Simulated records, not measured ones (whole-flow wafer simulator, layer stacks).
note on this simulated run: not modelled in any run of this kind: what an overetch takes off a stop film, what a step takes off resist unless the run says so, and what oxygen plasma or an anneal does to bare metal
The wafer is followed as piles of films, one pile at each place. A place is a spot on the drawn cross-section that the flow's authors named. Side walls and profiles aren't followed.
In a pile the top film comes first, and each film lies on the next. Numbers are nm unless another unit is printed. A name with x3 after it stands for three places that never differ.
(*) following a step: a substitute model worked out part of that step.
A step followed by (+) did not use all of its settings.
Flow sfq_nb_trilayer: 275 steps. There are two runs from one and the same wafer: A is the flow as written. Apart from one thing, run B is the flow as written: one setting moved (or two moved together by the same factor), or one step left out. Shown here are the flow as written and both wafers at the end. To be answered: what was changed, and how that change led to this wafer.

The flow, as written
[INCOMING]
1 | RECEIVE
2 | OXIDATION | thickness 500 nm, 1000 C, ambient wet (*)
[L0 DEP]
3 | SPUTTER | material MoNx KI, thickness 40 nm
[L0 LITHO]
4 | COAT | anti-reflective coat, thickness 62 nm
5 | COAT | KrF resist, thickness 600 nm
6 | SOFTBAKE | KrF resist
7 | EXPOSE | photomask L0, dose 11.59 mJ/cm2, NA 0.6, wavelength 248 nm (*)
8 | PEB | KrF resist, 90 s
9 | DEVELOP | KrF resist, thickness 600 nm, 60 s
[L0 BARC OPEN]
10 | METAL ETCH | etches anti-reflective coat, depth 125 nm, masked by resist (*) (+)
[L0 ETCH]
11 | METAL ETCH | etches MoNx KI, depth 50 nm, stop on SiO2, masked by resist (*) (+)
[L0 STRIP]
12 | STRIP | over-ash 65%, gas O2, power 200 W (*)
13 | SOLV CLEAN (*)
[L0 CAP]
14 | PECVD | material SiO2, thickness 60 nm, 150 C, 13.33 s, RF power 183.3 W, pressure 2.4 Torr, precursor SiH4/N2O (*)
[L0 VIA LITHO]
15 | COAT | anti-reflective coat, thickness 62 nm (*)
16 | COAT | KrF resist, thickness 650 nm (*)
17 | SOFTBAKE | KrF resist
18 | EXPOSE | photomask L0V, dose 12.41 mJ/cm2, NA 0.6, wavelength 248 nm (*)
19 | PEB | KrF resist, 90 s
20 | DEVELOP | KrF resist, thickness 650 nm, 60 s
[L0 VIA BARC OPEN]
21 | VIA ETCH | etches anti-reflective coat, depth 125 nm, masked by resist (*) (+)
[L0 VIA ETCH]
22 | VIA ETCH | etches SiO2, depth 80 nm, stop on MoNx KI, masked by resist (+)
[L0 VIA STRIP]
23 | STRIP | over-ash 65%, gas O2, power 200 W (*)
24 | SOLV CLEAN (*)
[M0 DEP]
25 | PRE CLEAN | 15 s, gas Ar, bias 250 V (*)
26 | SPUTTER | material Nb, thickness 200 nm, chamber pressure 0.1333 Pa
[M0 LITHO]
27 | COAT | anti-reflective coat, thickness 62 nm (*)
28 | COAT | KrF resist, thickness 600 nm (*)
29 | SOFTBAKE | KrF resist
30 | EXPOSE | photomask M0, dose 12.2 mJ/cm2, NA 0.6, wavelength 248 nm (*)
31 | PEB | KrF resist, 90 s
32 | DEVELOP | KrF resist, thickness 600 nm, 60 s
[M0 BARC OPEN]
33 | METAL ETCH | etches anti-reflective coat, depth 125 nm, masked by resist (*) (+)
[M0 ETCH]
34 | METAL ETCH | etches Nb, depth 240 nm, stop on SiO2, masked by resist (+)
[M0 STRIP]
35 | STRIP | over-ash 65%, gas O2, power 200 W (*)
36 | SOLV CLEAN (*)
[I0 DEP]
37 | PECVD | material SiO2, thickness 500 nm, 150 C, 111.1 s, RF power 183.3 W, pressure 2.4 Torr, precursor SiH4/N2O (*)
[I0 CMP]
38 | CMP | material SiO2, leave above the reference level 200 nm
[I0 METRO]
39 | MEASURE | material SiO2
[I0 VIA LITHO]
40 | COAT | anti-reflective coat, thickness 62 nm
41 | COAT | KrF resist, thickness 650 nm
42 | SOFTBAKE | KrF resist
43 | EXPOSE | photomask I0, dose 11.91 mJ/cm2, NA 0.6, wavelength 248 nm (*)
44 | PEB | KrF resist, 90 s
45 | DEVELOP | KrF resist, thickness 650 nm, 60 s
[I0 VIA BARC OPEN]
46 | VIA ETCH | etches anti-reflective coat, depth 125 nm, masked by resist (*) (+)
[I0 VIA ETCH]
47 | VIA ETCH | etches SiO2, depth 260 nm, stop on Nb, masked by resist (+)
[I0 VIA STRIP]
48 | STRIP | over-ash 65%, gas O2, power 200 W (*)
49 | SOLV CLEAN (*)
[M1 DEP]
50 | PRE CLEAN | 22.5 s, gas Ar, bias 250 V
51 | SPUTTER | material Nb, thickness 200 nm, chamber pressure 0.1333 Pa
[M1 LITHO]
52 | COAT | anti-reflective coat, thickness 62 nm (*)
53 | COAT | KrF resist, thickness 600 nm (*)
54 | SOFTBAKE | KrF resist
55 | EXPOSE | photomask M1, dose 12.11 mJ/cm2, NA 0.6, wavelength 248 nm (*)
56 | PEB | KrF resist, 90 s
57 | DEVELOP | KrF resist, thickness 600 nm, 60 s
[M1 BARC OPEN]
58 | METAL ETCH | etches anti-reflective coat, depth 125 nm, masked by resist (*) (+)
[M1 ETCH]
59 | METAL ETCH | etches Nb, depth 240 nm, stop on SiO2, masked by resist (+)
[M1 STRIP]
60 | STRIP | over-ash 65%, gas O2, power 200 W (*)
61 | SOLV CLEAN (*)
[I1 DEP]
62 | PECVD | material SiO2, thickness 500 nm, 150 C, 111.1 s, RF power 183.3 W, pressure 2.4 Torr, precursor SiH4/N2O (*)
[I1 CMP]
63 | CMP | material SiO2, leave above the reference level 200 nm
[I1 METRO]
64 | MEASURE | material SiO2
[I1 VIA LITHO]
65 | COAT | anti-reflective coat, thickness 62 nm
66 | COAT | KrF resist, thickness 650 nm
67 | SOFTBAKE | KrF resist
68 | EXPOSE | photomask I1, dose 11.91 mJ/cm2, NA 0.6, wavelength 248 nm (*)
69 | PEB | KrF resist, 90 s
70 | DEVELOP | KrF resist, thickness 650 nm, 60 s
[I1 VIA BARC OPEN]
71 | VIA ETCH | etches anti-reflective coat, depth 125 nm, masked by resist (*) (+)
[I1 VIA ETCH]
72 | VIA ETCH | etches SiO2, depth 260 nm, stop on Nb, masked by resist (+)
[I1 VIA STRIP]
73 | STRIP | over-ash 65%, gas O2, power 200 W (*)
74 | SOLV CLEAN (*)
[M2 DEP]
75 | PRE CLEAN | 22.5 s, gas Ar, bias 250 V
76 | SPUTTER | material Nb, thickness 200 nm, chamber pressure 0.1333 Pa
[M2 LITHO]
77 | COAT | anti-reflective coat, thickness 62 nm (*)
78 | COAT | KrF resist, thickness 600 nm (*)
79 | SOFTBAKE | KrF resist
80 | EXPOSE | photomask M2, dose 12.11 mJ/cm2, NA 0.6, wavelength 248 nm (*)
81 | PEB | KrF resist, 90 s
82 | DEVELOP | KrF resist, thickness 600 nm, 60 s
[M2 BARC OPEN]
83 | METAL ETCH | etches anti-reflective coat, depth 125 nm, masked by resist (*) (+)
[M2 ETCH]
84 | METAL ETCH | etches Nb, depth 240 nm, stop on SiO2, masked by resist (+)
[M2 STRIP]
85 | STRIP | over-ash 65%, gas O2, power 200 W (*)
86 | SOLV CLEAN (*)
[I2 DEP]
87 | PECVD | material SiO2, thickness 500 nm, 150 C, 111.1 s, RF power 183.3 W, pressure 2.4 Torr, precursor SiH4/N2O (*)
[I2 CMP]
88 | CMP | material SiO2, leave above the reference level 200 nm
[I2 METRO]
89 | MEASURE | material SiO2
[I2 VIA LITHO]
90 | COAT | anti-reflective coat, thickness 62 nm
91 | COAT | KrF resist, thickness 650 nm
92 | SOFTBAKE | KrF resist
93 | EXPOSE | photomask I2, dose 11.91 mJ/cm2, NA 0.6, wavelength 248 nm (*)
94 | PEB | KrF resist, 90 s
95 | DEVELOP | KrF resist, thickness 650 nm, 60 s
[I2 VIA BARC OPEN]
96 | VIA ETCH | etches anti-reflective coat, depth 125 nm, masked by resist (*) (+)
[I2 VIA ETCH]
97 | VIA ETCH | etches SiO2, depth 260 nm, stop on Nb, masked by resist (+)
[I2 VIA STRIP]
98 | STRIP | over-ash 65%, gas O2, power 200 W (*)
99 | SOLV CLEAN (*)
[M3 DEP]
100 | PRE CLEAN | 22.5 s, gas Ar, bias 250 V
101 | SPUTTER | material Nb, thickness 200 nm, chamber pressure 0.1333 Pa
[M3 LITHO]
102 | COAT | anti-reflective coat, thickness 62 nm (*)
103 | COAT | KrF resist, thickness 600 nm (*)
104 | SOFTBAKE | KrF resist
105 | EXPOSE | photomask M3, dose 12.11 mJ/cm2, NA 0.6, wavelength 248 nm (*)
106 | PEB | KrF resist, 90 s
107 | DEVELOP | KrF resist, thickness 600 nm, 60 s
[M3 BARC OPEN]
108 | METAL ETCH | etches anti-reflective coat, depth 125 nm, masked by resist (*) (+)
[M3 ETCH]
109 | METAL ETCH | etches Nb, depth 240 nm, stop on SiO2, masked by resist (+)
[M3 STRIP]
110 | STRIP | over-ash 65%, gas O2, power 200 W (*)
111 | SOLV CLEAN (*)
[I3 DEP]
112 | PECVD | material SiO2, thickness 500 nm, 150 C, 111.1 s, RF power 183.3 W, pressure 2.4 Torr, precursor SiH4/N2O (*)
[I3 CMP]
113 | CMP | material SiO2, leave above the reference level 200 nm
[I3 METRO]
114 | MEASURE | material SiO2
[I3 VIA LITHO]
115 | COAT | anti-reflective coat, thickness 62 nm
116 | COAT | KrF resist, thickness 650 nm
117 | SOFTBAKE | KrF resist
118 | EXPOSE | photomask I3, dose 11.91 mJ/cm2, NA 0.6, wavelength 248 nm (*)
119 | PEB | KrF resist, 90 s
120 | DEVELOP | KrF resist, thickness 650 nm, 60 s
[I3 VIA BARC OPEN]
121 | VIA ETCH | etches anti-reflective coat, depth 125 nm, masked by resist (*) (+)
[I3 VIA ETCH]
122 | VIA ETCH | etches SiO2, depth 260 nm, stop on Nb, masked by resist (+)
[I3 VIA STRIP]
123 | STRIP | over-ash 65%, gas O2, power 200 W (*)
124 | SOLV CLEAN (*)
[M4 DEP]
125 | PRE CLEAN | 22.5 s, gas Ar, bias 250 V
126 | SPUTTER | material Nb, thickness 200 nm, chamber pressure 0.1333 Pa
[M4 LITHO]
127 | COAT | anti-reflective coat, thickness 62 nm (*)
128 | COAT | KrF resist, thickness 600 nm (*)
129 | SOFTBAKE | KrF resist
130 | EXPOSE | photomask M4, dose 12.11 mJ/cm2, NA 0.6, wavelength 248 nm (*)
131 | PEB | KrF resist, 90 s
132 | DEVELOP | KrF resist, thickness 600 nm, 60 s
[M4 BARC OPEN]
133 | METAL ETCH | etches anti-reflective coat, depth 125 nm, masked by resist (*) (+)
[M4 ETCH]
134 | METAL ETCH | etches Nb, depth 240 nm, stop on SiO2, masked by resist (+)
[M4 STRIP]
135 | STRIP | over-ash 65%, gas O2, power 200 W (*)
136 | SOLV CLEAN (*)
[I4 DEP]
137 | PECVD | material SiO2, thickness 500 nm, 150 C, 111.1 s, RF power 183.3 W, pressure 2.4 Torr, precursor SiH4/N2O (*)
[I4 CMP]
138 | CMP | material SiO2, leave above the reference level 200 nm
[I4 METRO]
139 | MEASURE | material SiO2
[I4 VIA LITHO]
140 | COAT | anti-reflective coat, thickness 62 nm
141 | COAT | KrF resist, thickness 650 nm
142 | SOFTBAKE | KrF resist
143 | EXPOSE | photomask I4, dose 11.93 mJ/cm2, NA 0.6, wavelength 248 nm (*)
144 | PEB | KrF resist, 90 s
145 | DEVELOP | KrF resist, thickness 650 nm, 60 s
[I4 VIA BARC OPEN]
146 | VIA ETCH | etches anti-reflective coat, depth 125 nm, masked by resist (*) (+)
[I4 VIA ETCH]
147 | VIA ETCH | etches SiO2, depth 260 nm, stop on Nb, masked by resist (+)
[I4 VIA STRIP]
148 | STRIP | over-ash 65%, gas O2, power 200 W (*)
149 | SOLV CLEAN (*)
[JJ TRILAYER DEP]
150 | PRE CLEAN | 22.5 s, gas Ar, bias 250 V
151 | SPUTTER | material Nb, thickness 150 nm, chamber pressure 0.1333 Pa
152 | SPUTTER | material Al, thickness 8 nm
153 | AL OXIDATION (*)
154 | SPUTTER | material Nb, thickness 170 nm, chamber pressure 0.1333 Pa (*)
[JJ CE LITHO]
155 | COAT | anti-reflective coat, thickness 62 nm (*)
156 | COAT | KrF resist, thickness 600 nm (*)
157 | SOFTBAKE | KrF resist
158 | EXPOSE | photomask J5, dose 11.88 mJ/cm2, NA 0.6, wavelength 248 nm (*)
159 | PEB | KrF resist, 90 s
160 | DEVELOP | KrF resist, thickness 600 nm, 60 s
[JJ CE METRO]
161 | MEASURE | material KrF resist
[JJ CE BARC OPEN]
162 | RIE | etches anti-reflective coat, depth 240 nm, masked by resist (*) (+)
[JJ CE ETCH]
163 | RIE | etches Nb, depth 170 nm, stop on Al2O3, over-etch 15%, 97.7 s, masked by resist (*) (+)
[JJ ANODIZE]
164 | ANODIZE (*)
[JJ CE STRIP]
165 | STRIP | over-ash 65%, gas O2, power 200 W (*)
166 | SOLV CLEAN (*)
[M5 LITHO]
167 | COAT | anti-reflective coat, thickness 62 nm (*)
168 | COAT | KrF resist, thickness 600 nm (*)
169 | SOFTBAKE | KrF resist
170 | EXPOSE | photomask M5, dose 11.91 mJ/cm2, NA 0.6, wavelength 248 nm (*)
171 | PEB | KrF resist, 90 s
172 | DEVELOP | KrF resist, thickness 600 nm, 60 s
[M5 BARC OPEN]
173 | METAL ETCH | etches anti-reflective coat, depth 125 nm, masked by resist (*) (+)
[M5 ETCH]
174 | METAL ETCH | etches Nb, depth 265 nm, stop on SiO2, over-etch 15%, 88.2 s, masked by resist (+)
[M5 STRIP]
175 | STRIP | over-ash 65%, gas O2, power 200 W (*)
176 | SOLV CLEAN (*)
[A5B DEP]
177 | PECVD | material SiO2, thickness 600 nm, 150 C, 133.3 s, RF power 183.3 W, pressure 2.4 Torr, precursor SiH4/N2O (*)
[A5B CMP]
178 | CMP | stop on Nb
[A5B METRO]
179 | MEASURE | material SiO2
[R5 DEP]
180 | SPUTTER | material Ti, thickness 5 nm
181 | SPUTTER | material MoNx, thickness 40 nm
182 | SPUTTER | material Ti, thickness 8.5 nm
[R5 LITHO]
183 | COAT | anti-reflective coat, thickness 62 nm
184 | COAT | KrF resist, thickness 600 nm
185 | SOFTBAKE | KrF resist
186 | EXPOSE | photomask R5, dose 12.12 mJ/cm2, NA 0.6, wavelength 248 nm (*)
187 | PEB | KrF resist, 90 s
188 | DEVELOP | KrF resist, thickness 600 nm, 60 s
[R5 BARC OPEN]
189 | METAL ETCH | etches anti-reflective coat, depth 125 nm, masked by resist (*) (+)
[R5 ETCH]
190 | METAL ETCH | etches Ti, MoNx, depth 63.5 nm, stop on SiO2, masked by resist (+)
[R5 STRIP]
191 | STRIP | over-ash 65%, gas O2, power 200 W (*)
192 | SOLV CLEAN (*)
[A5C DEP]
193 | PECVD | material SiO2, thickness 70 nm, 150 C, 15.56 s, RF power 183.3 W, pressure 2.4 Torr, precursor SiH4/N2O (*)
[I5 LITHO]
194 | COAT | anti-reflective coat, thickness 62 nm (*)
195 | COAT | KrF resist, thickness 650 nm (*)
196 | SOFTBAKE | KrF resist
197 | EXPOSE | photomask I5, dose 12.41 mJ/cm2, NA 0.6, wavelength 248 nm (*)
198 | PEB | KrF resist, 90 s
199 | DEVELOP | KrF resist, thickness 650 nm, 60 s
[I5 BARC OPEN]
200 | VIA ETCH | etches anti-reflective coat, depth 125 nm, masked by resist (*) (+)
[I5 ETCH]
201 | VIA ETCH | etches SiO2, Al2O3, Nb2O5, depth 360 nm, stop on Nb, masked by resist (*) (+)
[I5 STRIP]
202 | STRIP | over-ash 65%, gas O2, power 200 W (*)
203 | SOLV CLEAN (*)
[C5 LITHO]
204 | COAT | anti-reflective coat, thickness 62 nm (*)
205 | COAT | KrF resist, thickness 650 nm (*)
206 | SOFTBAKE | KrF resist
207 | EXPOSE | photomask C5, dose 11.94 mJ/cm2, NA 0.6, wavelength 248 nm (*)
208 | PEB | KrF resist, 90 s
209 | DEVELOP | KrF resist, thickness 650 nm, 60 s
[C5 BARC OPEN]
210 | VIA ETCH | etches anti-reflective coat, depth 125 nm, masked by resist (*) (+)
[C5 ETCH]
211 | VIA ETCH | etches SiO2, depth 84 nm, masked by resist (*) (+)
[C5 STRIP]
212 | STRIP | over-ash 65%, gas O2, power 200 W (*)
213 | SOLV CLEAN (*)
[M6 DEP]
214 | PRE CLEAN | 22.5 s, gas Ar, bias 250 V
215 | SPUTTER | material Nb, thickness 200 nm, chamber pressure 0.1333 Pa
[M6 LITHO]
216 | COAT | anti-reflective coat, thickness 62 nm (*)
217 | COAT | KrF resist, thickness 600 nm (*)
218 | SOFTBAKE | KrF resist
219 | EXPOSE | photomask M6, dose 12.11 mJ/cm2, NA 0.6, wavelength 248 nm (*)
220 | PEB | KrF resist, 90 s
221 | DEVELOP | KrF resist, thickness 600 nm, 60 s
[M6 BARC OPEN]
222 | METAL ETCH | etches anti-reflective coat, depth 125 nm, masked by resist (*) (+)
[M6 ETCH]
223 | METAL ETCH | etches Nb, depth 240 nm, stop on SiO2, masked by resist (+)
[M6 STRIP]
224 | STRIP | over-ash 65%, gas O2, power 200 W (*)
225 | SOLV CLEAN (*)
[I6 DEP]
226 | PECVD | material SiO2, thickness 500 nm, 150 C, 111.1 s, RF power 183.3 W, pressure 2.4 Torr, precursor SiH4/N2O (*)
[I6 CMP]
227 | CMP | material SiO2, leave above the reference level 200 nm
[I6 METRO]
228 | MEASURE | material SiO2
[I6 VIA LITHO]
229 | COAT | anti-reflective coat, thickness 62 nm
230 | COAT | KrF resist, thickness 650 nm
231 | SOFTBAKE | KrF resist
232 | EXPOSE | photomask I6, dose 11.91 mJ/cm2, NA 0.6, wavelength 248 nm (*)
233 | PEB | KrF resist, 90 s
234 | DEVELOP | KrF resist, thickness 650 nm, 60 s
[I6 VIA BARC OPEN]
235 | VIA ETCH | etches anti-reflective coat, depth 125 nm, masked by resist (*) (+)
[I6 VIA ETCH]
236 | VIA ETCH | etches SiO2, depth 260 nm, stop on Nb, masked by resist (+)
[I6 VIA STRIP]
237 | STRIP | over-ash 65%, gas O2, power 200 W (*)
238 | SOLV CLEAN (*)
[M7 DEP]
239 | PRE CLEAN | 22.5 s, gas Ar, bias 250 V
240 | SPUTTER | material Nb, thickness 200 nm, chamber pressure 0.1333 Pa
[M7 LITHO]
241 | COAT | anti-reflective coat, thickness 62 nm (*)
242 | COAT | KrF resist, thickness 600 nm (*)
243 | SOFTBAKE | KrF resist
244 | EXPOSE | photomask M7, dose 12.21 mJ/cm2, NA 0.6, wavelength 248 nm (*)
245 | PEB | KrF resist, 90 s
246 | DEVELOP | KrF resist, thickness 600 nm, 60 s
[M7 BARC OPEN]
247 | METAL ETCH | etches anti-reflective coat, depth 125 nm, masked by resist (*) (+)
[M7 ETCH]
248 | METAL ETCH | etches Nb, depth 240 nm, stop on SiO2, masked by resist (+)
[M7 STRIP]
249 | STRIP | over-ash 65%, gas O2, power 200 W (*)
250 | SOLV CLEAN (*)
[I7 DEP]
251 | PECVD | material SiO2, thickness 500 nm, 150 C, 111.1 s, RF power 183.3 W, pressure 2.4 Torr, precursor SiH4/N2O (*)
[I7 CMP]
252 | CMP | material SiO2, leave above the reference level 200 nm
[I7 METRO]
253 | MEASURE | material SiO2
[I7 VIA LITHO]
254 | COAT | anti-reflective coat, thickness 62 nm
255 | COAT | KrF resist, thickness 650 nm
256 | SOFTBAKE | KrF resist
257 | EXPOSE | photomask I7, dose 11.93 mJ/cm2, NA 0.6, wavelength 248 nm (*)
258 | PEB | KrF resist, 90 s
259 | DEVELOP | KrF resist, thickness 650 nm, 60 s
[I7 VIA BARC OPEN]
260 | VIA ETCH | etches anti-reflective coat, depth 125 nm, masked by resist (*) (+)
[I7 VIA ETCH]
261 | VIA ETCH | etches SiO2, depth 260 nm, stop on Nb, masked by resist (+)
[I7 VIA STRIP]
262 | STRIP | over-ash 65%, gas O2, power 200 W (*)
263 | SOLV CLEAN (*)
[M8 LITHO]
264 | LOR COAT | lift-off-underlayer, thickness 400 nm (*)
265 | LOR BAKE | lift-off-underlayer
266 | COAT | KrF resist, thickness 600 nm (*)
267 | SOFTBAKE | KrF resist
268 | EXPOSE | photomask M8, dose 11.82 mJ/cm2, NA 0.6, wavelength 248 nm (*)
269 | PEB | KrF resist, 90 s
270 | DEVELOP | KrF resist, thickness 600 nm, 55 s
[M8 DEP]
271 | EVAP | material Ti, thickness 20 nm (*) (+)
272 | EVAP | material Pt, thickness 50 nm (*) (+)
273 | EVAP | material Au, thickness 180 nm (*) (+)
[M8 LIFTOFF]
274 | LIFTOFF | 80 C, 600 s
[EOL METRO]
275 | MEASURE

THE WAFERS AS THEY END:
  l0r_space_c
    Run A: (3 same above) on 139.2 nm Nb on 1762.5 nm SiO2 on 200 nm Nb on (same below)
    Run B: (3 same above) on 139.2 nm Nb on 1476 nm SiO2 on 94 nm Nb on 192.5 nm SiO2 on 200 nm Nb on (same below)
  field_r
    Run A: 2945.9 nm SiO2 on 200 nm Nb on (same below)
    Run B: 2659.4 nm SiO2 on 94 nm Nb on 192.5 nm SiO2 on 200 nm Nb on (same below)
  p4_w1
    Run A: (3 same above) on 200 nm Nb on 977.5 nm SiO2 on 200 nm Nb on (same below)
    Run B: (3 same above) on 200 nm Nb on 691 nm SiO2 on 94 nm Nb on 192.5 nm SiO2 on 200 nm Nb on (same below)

What caused this: step 59, METAL ETCH: depth 106 nm was run, though the flow has depth 240 nm.

How this came from the change, step by step:
  59 | METAL ETCH | etches Nb, depth 240 nm, stop on SiO2, masked by resist (+)
      field_l, be, be_sur and 79 more: A Nb loses 200 (all of it) | B Nb loses 106
      v_sur, via_wl, via_w and 21 more: A KrF resist loses 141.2 | B KrF resist loses 62.4
  60 | STRIP | over-ash 65%, gas O2, power 200 W (*)
      wl_j_sl, wl_jj, wl_j_sr and 13 more: A KrF resist loses 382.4 (all of it), anti-reflective coat loses 62 (all of it) | B KrF resist loses 461.2 (all of it), anti-reflective coat loses 62 (all of it)
      v_sur: A KrF resist loses 365.9 (all of it), anti-reflective coat loses 61.1 (all of it) | B KrF resist loses 444.7 (all of it), anti-reflective coat loses 61.1 (all of it)
      (and at 7 other places as well)
  62 | PECVD | material SiO2, thickness 500 nm, 150 C, 111.1 s, RF power 183.3 W, pressure 2.4 Torr, precursor SiH4/N2O (*)
      field_l, be, be_sur and 72 more: A SiO2 gains 500 | B SiO2 gains 500 (new film)
      lsp_m, ln_m6, lsp_r, l0_sur, l0v: A SiO2 gains 494.9 | B SiO2 gains 500 (new film)
      (and at 2 other places as well)
  63 | CMP | material SiO2, leave above the reference level 200 nm
      field_l, be, be_sur and 72 more: A SiO2 loses 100 | B SiO2 loses 194
      lsp_m, ln_m6, lsp_r, l0_sur, l0v: A SiO2 loses 94.9 | B SiO2 loses 194
      (and at 2 other places as well)
With metal films that touch counted as one body, l0r_space_c has 3 bodies (between them, from the top down: SiO2 1476; SiO2 192.5); the flow as written gives 2 bodies (between them, from the top down: SiO2 1762.5).
With metal films that touch counted as one body, field_r has 2 bodies (between them, from the top down: SiO2 192.5); the flow as written gives 1 body.
With metal films that touch counted as one body, p4_w1 has 4 bodies (between them, from the top down: SiO2 192.5; SiO2 691; SiO2 192.5); the flow as written gives 3 bodies (between them, from the top down: SiO2 192.5; SiO2 977.5).
